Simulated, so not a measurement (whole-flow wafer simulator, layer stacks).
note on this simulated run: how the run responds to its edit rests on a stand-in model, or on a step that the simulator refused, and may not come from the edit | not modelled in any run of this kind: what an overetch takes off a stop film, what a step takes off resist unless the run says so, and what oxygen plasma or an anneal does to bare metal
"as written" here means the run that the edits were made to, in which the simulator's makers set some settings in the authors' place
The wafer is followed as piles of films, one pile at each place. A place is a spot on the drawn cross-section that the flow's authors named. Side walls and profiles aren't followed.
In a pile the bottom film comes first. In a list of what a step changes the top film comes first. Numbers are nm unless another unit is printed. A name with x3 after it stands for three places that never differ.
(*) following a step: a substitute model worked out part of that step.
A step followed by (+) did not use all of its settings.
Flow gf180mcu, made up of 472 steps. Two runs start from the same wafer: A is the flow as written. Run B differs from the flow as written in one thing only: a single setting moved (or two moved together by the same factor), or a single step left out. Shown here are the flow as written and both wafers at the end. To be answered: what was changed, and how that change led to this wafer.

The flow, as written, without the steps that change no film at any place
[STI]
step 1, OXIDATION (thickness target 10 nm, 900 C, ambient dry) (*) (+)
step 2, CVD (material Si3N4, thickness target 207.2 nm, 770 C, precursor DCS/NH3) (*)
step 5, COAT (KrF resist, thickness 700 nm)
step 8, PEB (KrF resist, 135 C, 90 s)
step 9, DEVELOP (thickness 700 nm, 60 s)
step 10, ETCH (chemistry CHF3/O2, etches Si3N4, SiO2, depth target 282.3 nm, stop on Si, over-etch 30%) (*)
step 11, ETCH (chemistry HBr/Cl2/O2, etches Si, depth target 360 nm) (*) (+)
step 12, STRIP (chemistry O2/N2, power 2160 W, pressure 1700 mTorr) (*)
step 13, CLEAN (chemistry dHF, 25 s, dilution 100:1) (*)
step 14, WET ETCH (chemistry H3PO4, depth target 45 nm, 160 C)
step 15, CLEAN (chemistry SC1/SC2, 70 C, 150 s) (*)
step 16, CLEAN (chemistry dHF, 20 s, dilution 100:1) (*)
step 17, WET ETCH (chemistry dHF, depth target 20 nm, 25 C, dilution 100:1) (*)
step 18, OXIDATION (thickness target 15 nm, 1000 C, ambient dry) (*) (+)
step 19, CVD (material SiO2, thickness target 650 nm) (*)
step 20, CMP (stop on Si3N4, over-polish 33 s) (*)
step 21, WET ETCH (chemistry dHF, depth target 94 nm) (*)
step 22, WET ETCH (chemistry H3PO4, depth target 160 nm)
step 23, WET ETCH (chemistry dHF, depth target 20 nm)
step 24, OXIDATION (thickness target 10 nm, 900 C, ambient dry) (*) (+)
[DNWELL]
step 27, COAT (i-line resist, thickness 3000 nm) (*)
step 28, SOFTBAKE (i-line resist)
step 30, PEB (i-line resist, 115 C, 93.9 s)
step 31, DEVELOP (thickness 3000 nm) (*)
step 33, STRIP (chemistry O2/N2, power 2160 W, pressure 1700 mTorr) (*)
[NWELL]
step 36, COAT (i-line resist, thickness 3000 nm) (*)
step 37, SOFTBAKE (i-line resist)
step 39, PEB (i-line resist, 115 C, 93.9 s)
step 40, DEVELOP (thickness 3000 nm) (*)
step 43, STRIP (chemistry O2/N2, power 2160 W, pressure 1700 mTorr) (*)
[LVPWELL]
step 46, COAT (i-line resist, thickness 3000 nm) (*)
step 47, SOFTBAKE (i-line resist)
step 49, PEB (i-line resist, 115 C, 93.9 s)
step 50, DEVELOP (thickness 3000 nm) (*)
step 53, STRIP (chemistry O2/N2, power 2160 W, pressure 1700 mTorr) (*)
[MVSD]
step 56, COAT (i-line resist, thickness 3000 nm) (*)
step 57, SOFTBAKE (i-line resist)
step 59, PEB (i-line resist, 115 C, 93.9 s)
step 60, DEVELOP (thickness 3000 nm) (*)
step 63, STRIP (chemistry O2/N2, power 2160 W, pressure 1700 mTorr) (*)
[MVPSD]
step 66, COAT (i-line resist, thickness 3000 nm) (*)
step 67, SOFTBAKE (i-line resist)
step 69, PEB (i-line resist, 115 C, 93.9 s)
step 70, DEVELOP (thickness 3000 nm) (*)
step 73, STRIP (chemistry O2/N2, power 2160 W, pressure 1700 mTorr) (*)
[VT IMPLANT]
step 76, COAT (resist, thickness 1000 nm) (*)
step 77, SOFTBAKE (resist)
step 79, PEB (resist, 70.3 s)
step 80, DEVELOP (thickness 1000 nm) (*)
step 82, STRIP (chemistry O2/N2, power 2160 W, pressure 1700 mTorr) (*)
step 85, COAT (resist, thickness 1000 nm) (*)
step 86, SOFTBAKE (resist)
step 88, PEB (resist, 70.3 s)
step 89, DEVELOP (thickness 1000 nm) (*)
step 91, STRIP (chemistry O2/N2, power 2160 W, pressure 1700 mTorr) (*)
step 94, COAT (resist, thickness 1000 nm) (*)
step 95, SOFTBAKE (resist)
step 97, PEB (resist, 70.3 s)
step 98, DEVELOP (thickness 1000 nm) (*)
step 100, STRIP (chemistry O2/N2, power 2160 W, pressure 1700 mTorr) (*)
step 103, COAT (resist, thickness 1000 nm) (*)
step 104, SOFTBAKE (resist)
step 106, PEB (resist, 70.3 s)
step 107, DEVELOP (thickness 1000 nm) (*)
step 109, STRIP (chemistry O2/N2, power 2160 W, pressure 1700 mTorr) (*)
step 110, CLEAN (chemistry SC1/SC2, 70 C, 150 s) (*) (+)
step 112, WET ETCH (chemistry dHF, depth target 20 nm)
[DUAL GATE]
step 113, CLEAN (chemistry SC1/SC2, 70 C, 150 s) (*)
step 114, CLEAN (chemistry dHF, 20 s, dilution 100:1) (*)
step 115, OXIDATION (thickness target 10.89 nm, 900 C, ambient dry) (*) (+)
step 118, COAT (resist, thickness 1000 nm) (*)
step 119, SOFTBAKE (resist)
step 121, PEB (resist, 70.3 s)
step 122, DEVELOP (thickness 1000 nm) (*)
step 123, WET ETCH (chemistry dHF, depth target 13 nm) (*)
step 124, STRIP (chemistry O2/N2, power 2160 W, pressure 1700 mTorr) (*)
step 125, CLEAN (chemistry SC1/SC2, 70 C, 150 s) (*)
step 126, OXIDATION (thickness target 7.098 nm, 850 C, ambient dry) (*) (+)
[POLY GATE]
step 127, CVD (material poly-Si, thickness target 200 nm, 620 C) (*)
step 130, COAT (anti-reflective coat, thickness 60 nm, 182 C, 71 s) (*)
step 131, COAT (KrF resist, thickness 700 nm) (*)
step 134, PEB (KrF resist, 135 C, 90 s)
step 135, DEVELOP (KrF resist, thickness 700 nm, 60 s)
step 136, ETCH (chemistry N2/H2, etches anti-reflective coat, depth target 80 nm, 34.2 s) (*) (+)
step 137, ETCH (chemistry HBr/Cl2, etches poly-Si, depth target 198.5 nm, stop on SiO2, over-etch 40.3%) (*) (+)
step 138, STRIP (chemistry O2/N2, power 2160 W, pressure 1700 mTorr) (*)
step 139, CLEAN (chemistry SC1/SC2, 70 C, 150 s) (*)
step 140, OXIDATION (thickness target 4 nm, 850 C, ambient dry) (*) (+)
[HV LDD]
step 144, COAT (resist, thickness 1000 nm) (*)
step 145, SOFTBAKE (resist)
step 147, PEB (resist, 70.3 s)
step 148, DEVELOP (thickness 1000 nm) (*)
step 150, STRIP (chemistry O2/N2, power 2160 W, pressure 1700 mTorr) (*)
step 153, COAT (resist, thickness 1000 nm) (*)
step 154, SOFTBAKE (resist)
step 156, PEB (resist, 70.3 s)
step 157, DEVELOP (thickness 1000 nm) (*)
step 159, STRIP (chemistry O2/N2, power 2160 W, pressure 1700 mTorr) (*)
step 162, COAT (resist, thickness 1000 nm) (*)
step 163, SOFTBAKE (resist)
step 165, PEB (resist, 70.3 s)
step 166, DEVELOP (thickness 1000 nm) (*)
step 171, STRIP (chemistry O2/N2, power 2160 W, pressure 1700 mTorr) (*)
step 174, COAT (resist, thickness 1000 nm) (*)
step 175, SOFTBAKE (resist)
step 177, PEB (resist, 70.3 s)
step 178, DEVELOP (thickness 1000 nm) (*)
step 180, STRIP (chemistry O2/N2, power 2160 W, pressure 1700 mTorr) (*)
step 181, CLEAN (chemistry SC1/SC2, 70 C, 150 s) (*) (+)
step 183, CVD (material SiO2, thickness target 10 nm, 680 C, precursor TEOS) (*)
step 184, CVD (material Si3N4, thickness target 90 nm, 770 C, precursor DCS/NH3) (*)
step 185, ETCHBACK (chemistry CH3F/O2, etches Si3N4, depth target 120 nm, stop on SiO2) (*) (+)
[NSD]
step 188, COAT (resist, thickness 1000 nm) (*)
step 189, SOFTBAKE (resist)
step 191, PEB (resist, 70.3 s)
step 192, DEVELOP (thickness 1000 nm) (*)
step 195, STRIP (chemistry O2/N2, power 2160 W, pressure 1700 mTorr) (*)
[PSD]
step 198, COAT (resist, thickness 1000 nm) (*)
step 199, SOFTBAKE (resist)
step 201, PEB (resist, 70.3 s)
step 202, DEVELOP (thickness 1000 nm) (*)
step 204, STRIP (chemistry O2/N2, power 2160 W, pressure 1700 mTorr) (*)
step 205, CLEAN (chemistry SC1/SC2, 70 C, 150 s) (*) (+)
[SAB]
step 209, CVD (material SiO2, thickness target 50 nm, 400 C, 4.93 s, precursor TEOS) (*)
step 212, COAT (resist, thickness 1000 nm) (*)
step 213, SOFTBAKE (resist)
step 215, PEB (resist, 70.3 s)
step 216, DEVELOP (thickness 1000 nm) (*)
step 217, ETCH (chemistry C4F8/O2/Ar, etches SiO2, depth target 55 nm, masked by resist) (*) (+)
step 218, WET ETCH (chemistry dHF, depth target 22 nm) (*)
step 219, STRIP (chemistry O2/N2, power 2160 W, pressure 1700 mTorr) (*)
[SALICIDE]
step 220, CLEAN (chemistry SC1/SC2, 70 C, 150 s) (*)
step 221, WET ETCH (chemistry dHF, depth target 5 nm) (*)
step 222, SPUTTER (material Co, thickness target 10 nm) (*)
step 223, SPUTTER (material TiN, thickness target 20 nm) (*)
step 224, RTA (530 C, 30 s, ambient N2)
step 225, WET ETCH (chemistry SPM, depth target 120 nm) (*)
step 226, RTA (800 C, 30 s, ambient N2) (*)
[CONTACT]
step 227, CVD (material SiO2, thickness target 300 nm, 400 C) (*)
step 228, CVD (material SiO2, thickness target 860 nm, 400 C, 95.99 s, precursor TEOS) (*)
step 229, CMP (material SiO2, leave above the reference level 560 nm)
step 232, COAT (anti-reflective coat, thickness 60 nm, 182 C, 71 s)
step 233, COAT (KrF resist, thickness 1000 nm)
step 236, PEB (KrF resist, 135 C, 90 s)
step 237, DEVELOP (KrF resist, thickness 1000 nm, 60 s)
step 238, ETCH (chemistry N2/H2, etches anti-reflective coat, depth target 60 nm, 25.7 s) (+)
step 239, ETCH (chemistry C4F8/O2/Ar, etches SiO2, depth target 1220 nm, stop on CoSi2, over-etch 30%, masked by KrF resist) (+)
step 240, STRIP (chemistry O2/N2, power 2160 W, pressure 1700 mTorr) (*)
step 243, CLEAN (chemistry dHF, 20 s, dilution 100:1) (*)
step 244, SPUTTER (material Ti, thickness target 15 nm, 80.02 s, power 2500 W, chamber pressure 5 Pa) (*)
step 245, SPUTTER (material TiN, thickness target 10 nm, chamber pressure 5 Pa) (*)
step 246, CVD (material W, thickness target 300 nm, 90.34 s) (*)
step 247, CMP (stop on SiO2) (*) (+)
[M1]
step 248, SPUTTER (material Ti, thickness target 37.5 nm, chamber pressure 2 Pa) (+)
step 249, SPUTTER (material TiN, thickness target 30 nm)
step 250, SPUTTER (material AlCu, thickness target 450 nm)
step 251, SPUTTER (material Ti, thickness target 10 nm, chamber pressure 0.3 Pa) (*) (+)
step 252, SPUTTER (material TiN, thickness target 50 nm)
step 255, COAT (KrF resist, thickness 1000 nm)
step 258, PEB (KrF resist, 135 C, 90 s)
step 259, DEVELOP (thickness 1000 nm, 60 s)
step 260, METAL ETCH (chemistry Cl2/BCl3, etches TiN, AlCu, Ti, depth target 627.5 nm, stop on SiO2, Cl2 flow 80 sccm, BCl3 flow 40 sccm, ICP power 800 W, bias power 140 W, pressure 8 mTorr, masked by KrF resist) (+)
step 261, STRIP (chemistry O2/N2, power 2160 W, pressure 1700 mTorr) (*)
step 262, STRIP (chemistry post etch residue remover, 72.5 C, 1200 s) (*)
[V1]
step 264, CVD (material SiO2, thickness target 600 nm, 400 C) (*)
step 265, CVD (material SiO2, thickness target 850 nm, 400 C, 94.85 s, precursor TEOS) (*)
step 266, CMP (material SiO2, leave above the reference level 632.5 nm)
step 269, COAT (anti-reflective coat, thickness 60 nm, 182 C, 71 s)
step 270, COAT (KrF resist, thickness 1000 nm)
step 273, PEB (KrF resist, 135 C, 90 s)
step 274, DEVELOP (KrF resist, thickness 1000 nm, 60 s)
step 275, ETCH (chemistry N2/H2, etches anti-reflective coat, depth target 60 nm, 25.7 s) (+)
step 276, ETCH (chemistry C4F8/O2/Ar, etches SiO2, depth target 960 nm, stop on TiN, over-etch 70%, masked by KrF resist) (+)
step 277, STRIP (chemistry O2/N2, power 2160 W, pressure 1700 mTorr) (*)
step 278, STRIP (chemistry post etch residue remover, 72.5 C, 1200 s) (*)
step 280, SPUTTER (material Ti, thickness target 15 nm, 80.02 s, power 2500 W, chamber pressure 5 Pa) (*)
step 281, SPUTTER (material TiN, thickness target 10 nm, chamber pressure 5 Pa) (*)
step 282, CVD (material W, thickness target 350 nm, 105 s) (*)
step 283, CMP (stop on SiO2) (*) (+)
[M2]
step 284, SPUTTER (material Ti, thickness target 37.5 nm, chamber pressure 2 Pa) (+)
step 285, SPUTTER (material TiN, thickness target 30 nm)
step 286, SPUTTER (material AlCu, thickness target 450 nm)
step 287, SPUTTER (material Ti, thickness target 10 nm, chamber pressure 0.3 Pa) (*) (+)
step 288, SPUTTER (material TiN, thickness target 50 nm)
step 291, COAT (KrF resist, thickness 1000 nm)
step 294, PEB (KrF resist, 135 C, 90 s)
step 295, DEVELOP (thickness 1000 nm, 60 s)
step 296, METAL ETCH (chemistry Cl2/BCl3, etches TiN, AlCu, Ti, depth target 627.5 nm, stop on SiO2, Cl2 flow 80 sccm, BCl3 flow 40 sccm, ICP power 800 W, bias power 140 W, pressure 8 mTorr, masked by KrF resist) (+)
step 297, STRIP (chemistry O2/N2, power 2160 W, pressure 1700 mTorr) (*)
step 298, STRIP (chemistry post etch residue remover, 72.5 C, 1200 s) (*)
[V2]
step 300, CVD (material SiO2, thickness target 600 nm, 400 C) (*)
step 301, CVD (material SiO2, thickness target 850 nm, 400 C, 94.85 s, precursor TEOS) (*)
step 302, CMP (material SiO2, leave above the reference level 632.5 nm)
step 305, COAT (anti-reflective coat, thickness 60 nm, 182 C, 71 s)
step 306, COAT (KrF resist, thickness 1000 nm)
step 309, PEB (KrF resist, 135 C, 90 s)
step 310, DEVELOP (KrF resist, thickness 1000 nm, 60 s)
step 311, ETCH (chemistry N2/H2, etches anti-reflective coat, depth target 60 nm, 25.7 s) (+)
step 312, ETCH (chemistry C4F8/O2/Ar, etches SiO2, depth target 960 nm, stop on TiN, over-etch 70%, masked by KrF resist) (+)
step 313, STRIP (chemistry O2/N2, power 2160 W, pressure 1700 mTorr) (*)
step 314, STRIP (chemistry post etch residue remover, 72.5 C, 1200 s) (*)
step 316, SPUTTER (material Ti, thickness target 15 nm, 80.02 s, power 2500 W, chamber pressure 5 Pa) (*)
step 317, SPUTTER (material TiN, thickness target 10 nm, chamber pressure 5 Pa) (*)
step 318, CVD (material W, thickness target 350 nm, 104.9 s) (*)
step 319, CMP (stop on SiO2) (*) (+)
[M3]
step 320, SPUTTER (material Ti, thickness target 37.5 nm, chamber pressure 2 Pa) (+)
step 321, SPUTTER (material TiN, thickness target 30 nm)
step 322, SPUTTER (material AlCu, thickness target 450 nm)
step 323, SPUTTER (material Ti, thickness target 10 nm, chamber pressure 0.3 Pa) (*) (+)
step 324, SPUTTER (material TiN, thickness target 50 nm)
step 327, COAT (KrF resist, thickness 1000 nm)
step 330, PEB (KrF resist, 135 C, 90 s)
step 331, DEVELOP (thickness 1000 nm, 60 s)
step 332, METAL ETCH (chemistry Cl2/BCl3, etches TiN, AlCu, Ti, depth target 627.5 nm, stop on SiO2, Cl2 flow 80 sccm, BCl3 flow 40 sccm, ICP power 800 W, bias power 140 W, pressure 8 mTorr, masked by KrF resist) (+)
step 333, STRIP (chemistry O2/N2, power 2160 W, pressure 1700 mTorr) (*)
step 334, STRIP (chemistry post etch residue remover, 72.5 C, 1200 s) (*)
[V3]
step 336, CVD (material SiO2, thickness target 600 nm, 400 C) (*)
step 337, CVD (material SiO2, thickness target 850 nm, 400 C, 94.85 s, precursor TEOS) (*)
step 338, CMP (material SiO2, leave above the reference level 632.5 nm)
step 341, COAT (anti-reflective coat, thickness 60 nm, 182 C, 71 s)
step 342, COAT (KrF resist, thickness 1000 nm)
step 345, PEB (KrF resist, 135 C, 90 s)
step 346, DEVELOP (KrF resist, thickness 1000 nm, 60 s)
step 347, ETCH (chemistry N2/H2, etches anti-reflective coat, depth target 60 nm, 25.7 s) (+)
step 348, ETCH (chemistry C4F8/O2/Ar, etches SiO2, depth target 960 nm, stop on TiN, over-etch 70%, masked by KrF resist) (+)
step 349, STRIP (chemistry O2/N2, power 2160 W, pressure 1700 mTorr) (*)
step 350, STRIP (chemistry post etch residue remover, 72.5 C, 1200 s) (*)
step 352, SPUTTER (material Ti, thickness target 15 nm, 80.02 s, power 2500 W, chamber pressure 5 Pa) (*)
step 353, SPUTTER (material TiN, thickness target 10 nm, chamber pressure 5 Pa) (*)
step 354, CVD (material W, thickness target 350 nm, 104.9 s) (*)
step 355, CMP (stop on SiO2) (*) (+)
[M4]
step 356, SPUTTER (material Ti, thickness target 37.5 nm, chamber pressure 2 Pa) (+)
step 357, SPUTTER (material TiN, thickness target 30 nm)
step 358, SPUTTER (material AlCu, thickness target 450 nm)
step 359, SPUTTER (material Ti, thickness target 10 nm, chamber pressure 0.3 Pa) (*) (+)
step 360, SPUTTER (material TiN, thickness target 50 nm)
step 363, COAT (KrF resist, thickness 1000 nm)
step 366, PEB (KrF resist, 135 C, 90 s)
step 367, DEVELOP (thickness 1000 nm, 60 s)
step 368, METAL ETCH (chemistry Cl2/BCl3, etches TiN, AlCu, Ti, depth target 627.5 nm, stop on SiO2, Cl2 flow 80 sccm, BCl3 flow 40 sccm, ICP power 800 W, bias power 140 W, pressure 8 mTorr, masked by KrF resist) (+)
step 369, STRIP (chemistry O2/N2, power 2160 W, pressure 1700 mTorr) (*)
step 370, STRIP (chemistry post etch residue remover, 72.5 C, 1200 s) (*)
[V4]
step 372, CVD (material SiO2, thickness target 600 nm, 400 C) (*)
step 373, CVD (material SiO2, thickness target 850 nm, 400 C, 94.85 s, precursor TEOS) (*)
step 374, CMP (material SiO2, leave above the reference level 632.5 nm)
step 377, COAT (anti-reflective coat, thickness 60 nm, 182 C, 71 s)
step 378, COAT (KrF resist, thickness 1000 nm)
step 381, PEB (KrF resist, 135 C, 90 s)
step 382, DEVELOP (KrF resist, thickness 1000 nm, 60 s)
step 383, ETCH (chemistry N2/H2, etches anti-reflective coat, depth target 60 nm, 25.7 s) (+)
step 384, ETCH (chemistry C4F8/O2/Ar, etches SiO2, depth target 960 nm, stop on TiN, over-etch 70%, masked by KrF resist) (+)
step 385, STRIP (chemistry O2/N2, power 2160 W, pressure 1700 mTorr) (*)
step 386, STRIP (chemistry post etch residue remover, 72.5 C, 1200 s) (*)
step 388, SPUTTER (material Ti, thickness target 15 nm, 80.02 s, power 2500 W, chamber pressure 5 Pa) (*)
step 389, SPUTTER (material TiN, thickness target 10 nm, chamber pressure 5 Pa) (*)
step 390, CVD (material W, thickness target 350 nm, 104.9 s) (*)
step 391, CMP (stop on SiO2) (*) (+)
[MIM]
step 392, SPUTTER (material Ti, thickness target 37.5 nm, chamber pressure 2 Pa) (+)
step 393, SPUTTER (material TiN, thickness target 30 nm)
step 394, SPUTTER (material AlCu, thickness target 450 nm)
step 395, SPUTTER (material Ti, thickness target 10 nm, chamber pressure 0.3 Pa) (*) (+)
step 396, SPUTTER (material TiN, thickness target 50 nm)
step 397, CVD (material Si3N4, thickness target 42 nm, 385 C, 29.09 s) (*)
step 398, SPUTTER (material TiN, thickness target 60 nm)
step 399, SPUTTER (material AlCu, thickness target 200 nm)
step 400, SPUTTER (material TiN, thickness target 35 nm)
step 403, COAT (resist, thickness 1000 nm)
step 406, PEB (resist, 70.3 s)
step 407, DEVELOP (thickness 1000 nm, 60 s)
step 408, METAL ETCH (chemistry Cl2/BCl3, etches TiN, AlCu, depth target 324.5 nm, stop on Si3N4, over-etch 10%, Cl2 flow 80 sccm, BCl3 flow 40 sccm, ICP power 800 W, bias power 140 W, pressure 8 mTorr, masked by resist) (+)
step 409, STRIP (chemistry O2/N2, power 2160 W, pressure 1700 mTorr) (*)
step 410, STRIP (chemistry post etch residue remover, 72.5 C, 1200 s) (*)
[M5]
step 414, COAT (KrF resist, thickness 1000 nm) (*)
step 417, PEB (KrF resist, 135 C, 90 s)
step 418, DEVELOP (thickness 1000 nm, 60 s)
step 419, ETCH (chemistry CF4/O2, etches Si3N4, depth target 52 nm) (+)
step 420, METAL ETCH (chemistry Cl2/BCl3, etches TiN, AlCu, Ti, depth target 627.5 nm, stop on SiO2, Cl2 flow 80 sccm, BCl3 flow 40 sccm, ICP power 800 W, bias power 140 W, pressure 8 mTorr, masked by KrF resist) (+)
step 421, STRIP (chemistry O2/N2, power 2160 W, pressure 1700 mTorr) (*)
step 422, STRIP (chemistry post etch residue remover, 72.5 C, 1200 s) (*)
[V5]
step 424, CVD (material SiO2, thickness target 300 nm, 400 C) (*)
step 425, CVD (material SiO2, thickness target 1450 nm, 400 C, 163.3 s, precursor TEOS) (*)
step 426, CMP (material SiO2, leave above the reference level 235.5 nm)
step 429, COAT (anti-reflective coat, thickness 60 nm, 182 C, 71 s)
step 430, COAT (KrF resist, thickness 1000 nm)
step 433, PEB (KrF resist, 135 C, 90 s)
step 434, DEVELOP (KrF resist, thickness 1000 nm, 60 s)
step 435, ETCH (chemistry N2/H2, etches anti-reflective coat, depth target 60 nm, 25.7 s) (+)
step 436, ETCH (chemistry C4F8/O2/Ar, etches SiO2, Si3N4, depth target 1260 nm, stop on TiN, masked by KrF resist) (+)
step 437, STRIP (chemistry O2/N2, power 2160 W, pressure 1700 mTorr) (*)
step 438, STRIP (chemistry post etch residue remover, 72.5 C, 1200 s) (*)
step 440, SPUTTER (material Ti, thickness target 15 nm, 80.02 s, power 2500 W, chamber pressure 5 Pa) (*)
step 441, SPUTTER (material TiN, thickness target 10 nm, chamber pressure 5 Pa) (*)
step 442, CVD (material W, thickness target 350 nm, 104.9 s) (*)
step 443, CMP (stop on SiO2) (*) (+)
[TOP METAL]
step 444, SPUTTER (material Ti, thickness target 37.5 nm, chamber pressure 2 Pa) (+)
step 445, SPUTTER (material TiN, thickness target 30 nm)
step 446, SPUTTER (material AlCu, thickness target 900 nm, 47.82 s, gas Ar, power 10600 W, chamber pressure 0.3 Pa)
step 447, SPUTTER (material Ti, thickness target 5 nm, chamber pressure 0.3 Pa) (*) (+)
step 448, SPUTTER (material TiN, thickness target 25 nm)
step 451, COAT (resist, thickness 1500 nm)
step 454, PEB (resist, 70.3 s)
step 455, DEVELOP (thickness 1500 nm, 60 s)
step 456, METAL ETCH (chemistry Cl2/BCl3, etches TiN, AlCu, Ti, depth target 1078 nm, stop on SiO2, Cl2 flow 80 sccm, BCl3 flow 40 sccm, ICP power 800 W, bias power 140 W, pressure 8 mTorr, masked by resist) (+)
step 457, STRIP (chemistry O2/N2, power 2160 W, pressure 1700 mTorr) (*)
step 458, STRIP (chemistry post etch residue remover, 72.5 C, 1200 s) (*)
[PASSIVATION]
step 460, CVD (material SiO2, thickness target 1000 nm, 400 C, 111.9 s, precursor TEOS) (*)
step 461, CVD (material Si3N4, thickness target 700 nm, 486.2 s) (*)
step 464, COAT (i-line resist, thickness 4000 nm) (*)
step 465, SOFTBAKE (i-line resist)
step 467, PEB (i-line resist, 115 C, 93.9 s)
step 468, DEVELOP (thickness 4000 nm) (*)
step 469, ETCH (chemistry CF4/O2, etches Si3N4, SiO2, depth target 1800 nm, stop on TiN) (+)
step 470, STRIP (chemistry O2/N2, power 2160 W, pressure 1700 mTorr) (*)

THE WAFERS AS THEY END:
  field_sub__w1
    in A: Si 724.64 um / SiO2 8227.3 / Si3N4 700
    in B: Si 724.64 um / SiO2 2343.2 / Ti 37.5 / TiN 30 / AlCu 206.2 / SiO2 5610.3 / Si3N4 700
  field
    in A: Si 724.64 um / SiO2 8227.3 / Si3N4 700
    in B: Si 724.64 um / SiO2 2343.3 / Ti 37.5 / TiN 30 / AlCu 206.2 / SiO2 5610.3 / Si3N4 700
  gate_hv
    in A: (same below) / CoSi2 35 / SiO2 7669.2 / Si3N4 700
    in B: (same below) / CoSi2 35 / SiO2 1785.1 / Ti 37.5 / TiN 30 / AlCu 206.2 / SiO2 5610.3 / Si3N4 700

Cause: step 296, METAL ETCH: depth target 298.1 nm was run, whereas the flow has depth target 627.5 nm.

How this came from the change, step by step:
  step 296, METAL ETCH (chemistry Cl2/BCl3, etches TiN, AlCu, Ti, depth target 627.5 nm, stop on SiO2, Cl2 flow 80 sccm, BCl3 flow 40 sccm, ICP power 800 W, bias power 140 W, pressure 8 mTorr, masked by KrF resist) (+)
      field, field__w1, field__w2 and 103 more: A -50 TiN (all of it), -10 Ti (all of it), -450 AlCu (all of it), -30 TiN (all of it), -37.5 Ti (all of it) | B -50 TiN (all of it), -10 Ti (all of it), -238.1 AlCu
      field__w8, contact, m1, m1__w1, m1_nw: A -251 KrF resist | B -119.2 KrF resist
  step 297, STRIP (chemistry O2/N2, power 2160 W, pressure 1700 mTorr) (*)
      field__w8, contact, m1, m1__w1, m1_nw: A -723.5 KrF resist (all of it) | B -855.3 KrF resist (all of it)
  step 298, STRIP (chemistry post etch residue remover, 72.5 C, 1200 s) (*)
      field, field__w1, field__w2 and 103 more: A nothing | B -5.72 AlCu
  step 300, CVD (material SiO2, thickness target 600 nm, 400 C) (*)
      field, field__w1, field__w2 and 103 more: A +600 SiO2 | B +600 SiO2 (new film)
  step 302, CMP (material SiO2, leave above the reference level 632.5 nm)
      field, field__w1, field__w2 and 103 more: A -300 SiO2 | B -573.7 SiO2
If metal films that touch count as one body, field_sub__w1 has 1 body; the flow as written gives 0 bodies.
If metal films that touch count as one body, field has 1 body; the flow as written gives 0 bodies.
If metal films that touch count as one body, gate_hv has 2 bodies (between them, from the top down: SiO2 1785.1); the flow as written gives 1 body.
